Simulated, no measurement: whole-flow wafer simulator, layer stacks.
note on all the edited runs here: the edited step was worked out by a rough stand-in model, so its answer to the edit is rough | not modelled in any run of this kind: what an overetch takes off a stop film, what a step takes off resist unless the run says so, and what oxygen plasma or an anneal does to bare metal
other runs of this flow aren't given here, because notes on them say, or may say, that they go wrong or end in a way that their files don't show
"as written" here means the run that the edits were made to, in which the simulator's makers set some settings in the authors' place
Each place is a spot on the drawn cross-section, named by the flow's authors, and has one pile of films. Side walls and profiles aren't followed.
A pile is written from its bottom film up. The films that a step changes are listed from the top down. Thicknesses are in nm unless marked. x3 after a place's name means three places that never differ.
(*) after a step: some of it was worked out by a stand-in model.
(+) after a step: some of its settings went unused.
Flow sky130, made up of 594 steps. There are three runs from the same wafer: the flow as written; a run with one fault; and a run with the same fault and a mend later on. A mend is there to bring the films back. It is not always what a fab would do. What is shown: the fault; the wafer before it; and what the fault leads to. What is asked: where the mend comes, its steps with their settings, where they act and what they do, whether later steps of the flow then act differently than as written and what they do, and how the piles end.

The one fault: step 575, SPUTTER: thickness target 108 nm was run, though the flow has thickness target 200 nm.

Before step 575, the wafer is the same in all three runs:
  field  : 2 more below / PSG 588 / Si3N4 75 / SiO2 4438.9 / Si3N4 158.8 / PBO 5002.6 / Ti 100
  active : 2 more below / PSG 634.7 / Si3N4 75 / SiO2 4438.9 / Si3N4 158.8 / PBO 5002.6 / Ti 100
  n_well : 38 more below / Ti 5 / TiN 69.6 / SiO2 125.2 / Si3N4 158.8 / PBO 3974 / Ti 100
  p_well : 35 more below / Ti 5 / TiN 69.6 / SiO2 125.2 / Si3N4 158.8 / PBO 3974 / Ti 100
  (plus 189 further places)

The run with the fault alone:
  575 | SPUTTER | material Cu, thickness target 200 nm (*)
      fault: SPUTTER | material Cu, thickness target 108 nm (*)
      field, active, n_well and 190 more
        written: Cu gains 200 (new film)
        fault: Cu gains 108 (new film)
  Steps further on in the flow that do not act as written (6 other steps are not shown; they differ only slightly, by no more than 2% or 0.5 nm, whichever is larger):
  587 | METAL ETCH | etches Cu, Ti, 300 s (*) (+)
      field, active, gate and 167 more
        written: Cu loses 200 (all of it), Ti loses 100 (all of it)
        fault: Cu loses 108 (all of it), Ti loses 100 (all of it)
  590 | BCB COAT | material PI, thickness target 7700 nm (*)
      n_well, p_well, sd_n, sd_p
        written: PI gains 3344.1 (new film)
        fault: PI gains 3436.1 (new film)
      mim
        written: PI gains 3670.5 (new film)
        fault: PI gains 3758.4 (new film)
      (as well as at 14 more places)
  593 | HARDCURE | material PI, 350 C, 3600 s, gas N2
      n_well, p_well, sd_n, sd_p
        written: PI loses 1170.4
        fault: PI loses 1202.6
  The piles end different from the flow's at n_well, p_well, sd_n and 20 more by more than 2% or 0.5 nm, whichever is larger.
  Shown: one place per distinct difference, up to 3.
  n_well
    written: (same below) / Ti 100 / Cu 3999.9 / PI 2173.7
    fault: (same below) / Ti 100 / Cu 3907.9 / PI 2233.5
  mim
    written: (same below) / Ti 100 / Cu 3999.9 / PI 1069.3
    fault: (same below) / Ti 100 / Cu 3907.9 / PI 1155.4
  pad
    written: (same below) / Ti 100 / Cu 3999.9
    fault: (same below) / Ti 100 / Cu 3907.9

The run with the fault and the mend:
  After step 582 comes the mend.
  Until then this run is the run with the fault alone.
  582a | STRIP | chemistry NMP, 80 C, 900 s
      wcut_nhv, wcut_phv, wcut_fox_pw and 23 more
        i-line resist loses 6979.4 (all of it)
      mim_edge_plate_strap, mim_edge_plate, mim_edge_gap, mim_edge_gap_sheet, vpp_l1ln, dnw_fox
        i-line resist loses 6980.8 (all of it)
      gate_len, gate_lvt_sd_len, gate_p_sd_len, gate_p_hvt_sd_len, gate_p_lvt_sd_len, gate_len_250
        i-line resist loses 6982 (all of it)
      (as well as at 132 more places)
  582b | SPUTTER | material Cu, thickness target 92 nm (*) (a further turn of the flow's step 575, with different settings)
      field, active, n_well and 190 more
        Cu gains 92
  582c | HMDS | 120 C, 60 s (a further turn of the flow's step 577)
      alters no film at any place that is followed
  582d | COAT | i-line resist, thickness 7000 nm (*) (a further turn of the flow's step 578)
      dice_street, wcut_nhv, wcut_phv and 18 more
        i-line resist gains 7000 (new film)
      poly_ln, iso_pw_fox, gate_lvt_sd, active_lvt, spacer_lvt, sonos_sd, sonos_cell_x, sonos_guard_x
        i-line resist gains 7003.2 (new film)
      vpp_iso2, mim_edge_plate_strap, mim_edge_plate, mim_edge_gap, mim_edge_gap_sheet, gate_hv_nvt, de16_nw_sti
        i-line resist gains 7001.4 (new film)
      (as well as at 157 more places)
  582e | SOFTBAKE | i-line resist, 110 C, 180 s (a further turn of the flow's step 579)
      de16_gate_pw, de16_pw_fp, de16_pw_sti, de16_psrc_nw
        i-line resist loses 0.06
      field, active_lvt
        i-line resist gains 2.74
      mim, vcap_hvt
        i-line resist loses 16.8
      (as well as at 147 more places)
  582f | EXPOSE | photomask CU1M (a further turn of the flow's step 580)
      alters no film at any place that is followed
  582g | PEB | i-line resist, 90 C, 60 s (a further turn of the flow's step 581)
      field, active, n_well and 134 more
        i-line resist loses 0.07
      pad
        i-line resist loses 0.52
  582h | DEVELOP | thickness 7000 nm (*) (a further turn of the flow's step 582)
      field, active, gate and 167 more
        i-line resist loses 20.6
      n_well, p_well, sd_n, sd_p
        i-line resist loses 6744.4 (all of it)
      dep_nw_sti, dep_ntap_nw, de16_nw_sti
        i-line resist loses 7000.7 (all of it)
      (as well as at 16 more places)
  Every later step of the flow that is run acts as written at every place that is followed.
  By the end, the piles equal the flow's at every place that both follow.
